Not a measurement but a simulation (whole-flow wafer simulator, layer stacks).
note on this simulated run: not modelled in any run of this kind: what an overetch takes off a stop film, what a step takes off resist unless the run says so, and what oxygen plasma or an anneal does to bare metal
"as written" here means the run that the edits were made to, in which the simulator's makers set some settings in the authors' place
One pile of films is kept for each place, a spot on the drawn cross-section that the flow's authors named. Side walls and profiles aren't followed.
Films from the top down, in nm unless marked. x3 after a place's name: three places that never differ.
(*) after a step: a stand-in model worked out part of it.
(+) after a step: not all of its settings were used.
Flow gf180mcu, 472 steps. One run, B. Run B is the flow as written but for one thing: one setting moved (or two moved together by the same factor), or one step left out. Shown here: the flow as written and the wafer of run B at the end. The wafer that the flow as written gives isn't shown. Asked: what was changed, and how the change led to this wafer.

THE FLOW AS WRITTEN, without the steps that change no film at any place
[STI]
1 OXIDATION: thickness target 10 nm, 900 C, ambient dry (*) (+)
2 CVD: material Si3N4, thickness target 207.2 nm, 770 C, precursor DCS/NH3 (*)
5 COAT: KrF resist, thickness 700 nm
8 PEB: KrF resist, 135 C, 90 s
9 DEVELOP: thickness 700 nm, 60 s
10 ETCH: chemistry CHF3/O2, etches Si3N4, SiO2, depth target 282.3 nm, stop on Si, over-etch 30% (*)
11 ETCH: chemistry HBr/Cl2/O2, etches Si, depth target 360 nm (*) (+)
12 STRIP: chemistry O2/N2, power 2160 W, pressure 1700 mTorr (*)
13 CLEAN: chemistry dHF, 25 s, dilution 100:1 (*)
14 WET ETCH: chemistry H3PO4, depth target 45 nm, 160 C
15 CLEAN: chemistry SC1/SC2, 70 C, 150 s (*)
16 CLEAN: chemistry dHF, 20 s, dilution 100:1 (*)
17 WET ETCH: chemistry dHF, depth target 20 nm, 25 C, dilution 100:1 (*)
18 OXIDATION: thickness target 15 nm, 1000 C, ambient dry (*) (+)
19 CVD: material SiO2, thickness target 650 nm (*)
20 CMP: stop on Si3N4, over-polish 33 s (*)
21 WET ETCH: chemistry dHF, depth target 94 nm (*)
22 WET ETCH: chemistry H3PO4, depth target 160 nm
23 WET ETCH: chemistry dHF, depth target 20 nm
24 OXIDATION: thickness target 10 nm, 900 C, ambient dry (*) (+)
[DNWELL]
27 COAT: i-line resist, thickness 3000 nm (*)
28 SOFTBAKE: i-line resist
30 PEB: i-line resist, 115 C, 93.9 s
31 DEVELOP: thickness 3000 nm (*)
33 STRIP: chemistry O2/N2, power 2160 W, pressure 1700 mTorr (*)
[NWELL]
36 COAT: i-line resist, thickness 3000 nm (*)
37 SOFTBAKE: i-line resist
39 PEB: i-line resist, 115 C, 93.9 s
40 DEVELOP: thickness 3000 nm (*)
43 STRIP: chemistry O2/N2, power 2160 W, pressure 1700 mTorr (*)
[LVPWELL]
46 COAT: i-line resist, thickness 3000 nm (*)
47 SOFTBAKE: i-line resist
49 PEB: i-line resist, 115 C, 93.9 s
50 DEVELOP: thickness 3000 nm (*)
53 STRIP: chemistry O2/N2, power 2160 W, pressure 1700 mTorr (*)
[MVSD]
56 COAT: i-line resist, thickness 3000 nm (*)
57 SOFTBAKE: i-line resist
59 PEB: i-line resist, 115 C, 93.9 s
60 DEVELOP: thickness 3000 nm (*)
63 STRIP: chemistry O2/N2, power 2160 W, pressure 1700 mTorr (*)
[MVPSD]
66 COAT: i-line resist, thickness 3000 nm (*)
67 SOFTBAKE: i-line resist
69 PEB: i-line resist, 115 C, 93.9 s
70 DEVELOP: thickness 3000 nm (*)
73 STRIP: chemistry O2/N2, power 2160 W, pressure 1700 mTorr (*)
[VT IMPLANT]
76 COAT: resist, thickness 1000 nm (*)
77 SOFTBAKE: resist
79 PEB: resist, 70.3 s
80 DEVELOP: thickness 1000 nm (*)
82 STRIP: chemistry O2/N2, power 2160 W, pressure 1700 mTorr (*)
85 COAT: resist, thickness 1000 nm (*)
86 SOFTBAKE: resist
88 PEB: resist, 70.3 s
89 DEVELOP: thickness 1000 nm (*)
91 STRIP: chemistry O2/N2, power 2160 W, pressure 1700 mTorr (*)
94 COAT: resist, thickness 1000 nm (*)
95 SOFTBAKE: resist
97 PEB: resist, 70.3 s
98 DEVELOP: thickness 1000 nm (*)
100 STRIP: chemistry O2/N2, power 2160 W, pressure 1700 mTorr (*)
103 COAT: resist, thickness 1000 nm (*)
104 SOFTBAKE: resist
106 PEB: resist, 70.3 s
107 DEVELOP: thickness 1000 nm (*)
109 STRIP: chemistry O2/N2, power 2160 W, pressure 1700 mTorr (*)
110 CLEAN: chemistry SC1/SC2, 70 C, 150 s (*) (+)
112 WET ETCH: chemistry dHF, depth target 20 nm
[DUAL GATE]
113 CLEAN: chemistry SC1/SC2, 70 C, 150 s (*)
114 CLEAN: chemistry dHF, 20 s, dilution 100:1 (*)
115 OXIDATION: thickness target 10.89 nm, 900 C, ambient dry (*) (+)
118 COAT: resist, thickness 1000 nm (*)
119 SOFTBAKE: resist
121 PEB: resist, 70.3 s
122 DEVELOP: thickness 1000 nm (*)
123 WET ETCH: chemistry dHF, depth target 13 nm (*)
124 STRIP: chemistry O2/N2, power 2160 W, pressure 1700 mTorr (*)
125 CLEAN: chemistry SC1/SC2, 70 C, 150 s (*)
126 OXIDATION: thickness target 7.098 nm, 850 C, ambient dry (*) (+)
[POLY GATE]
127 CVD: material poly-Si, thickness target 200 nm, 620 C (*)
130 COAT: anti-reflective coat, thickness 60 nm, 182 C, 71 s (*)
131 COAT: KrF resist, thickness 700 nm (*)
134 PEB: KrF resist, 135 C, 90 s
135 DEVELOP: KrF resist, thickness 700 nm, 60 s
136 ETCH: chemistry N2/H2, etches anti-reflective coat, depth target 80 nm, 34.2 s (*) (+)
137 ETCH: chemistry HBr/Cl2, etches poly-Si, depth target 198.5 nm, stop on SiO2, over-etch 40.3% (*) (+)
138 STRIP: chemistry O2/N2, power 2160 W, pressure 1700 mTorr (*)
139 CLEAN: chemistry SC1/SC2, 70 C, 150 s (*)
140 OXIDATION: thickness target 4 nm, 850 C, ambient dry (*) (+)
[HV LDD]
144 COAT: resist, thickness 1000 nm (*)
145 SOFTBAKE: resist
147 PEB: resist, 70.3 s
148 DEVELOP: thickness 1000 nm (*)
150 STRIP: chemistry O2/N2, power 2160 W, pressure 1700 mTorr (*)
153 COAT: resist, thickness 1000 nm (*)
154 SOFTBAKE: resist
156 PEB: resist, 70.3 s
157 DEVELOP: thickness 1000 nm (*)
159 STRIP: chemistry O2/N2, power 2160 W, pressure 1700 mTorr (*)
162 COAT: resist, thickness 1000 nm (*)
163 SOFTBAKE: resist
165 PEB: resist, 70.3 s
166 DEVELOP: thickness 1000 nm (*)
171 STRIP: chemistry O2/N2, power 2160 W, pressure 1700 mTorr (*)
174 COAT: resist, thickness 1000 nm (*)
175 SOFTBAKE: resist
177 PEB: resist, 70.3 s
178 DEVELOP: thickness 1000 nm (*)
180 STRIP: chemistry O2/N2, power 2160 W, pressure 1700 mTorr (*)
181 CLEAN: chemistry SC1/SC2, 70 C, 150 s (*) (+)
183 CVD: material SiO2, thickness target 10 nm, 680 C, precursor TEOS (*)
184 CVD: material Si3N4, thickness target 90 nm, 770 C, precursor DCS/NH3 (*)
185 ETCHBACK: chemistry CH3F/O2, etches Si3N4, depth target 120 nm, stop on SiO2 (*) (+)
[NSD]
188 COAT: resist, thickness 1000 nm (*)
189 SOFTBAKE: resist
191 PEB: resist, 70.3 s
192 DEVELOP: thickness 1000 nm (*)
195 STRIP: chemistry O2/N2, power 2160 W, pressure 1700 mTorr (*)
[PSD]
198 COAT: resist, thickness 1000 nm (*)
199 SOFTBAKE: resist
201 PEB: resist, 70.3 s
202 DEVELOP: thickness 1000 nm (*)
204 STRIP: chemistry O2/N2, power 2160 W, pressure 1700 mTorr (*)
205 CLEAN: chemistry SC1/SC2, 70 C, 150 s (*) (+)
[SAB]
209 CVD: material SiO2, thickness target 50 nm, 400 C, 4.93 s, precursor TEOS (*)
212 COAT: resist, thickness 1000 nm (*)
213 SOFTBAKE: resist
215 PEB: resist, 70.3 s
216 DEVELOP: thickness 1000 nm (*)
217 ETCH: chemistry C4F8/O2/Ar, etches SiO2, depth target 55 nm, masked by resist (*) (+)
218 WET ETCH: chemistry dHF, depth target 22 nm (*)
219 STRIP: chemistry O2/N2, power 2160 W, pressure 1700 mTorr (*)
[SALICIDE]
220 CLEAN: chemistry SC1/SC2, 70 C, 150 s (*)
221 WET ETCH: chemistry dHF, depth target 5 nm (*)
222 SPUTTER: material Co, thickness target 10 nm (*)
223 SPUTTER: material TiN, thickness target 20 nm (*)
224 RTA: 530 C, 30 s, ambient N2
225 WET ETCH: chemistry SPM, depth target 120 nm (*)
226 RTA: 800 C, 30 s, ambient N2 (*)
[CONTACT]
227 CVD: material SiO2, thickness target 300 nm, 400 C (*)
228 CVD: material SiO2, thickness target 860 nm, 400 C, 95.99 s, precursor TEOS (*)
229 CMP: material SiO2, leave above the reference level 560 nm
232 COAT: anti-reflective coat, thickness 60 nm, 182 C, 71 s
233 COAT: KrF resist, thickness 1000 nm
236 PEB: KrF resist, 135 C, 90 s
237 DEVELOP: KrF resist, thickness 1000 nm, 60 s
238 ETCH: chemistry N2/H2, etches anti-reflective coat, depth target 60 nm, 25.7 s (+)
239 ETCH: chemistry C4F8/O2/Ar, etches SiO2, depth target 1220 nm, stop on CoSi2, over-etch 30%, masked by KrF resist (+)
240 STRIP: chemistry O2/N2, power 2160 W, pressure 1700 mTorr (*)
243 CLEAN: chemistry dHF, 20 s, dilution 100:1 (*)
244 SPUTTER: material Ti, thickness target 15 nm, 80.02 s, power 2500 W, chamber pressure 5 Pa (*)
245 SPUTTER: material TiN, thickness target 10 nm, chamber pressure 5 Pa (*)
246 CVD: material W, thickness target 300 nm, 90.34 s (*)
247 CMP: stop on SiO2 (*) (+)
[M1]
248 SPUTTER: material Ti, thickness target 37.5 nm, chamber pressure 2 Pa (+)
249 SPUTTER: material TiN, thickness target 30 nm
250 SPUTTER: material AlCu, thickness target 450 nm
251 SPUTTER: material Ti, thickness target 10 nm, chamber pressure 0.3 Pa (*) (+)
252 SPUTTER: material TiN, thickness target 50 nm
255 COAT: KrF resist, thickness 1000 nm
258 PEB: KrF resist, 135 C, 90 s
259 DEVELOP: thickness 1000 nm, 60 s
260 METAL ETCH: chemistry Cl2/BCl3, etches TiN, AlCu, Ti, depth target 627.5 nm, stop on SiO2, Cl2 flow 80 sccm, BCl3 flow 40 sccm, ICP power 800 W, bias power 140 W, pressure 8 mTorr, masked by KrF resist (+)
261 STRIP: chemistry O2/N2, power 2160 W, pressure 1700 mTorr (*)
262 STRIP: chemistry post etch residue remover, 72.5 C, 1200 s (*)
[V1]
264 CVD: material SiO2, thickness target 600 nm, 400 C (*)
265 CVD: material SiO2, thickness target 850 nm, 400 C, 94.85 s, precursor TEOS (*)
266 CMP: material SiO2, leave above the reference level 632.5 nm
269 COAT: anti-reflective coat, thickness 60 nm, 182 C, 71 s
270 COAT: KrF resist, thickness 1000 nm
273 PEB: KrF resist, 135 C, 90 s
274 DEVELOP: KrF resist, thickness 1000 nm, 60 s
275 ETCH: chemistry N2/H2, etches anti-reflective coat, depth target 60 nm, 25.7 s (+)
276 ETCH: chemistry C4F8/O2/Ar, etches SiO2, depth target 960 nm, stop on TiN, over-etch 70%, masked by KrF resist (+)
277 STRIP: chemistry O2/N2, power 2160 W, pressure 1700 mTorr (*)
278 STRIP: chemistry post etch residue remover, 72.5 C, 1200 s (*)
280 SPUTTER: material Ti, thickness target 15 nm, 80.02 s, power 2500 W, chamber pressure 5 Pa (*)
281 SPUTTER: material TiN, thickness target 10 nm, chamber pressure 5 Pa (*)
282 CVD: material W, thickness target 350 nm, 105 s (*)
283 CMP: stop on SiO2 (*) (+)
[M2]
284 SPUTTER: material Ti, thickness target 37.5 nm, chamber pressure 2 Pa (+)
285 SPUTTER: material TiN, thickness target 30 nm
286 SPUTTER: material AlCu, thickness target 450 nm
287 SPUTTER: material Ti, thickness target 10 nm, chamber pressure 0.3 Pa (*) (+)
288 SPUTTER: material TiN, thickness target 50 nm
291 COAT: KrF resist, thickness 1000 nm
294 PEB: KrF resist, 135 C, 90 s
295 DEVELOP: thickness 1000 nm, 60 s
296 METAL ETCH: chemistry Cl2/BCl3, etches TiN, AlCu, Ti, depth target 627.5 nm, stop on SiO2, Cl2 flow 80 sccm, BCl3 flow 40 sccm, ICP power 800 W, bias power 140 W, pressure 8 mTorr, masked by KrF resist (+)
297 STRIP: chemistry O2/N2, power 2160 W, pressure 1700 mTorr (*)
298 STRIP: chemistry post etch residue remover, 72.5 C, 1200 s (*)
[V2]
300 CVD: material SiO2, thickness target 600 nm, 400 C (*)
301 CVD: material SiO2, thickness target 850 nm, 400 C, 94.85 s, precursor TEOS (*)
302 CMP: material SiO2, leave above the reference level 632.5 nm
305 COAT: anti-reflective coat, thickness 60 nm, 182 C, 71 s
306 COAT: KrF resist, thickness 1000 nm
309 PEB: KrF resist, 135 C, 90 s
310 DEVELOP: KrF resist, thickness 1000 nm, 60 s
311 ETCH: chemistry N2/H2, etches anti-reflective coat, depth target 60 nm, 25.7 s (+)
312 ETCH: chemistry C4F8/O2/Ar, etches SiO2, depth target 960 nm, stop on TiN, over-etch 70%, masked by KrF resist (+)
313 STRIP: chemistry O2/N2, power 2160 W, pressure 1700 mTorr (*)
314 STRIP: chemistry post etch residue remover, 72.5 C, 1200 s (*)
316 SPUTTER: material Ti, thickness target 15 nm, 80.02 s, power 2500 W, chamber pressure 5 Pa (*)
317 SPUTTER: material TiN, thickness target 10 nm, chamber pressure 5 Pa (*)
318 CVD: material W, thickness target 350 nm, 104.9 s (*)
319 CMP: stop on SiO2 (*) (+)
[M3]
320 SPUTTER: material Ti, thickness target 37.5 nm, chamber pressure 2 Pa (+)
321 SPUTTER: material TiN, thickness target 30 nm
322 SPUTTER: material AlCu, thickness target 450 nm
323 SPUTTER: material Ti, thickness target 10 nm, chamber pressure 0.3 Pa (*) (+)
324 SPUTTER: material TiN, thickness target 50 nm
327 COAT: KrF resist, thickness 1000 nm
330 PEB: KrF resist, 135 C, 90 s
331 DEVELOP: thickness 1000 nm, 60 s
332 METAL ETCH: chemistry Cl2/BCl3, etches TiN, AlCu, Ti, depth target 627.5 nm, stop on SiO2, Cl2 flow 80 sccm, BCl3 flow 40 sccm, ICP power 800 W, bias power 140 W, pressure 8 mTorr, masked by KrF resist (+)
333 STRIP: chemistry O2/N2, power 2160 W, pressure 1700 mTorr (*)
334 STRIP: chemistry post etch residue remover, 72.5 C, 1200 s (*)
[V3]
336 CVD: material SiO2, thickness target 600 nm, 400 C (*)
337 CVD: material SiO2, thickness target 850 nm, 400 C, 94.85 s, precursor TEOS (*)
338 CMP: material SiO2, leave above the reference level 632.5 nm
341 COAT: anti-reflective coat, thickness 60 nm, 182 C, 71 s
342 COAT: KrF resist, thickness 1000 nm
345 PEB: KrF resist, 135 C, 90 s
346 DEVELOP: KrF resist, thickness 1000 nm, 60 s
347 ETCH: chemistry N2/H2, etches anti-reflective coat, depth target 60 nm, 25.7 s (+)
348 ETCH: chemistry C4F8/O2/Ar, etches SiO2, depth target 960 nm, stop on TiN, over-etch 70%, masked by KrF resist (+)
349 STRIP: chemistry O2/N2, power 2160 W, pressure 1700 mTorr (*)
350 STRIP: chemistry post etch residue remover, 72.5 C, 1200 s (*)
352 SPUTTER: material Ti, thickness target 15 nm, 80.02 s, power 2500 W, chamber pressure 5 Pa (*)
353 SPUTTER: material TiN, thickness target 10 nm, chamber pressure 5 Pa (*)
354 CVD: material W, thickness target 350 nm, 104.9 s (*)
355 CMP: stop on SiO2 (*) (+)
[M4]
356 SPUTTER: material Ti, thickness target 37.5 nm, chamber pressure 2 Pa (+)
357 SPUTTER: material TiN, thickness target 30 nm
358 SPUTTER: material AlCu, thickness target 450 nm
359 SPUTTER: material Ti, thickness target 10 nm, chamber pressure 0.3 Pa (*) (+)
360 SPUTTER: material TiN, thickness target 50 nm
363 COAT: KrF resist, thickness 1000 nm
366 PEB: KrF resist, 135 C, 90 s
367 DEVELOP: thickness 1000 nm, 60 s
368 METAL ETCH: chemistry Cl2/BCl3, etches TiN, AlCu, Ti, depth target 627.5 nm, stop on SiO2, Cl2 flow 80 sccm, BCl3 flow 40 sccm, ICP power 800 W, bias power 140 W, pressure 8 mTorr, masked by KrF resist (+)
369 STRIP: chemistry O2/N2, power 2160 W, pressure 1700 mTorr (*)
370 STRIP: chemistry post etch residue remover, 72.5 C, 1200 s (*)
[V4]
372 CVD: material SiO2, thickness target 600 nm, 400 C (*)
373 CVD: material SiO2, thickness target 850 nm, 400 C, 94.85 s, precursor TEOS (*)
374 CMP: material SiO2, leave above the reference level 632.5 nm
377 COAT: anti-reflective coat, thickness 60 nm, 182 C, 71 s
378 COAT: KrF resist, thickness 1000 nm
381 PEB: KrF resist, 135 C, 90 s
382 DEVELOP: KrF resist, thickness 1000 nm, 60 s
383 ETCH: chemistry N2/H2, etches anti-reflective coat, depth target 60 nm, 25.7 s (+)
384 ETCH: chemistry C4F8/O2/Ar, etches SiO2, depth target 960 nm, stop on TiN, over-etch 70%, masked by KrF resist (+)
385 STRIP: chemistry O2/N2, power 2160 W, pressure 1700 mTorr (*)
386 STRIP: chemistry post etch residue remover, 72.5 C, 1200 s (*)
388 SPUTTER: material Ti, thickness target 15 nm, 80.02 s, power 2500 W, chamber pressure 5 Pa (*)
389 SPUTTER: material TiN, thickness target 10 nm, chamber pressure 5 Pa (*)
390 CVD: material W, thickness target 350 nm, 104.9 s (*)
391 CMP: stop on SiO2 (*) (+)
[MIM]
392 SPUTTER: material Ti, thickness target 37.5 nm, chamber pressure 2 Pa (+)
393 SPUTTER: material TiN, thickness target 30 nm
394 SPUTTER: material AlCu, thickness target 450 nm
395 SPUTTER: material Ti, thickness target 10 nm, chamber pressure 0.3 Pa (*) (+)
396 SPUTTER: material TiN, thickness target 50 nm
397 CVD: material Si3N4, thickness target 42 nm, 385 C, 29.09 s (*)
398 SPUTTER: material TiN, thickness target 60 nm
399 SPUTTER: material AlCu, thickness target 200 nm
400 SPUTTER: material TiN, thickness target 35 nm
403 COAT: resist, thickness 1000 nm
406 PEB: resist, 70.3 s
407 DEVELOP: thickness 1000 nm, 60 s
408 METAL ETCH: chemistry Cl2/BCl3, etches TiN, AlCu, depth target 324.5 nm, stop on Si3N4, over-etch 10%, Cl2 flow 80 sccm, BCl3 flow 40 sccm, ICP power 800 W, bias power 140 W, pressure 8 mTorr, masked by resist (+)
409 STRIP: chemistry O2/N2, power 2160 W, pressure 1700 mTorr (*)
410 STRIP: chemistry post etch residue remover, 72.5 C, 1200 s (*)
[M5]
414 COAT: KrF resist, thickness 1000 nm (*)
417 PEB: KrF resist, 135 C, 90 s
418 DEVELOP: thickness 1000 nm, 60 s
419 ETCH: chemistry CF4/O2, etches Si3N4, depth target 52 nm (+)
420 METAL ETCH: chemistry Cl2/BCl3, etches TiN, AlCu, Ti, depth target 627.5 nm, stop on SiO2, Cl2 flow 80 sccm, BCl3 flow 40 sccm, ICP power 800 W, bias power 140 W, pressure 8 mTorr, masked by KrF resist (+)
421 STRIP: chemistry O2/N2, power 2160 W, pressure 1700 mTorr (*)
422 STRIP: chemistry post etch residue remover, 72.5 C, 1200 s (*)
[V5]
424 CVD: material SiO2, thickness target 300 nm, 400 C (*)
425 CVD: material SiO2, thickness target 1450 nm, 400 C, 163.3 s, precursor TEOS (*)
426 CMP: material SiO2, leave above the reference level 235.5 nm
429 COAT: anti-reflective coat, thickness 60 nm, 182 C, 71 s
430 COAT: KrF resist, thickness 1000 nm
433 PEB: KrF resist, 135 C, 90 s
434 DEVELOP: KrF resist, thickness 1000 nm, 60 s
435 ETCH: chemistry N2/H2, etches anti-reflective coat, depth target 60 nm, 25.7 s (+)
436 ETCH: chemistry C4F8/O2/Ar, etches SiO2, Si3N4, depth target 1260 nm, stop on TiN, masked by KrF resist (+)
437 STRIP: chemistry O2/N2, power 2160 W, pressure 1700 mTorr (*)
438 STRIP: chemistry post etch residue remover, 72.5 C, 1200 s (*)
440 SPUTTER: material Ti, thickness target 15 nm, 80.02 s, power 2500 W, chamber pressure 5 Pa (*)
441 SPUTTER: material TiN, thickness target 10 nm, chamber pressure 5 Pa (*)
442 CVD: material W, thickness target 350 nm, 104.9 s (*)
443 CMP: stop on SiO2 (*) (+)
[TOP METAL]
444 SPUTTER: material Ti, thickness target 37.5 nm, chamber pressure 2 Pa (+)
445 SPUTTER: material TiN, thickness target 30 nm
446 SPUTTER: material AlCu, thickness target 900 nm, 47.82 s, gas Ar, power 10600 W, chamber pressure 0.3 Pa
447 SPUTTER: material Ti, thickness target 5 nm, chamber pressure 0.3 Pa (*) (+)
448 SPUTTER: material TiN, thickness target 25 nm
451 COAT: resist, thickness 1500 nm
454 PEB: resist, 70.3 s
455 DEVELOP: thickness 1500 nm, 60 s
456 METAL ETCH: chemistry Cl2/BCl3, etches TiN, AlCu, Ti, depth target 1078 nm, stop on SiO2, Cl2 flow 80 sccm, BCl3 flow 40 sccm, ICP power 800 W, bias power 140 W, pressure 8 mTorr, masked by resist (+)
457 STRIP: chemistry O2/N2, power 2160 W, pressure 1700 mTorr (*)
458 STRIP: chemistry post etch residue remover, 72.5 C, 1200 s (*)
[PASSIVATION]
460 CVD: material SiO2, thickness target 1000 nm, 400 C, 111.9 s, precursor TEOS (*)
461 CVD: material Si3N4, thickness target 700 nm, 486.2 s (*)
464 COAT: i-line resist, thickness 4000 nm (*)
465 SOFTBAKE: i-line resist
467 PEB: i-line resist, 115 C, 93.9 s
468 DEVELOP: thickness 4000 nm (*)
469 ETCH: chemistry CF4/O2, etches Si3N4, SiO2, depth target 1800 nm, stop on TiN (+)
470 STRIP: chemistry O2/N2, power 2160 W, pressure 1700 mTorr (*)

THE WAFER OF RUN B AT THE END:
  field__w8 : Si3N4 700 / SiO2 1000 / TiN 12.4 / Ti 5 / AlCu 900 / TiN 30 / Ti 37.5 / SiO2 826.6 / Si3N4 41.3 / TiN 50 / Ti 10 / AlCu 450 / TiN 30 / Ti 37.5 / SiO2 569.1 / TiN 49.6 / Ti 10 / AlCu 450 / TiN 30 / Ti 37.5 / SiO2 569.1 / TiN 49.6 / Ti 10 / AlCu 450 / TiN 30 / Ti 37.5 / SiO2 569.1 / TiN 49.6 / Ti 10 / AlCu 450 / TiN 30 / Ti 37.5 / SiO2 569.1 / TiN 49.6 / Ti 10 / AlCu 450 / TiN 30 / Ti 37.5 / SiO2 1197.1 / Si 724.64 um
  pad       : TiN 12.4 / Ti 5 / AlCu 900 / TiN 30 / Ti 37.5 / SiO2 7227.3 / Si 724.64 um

The cause: step 448, SPUTTER: thickness target 12.8 nm was run, where the flow has thickness target 25 nm.

How the change led to this, step by step:
  448 SPUTTER: material TiN, thickness target 25 nm
      field, field__w1, field__w2 and 109 more: TiN +12.8 (new film) (as written it would be: TiN +25 (new film))
  456 METAL ETCH: chemistry Cl2/BCl3, etches TiN, AlCu, Ti, depth target 1078 nm, stop on SiO2, Cl2 flow 80 sccm, BCl3 flow 40 sccm, ICP power 800 W, bias power 140 W, pressure 8 mTorr, masked by resist (+)
      field, field__w1, field__w2 and 103 more: TiN -12.8 (all of it), Ti -5 (all of it), AlCu -900 (all of it), TiN -30 (all of it), Ti -37.5 (all of it) (as written it would be: TiN -25 (all of it), Ti -5 (all of it), AlCu -900 (all of it), TiN -30 (all of it), Ti -37.5 (all of it))
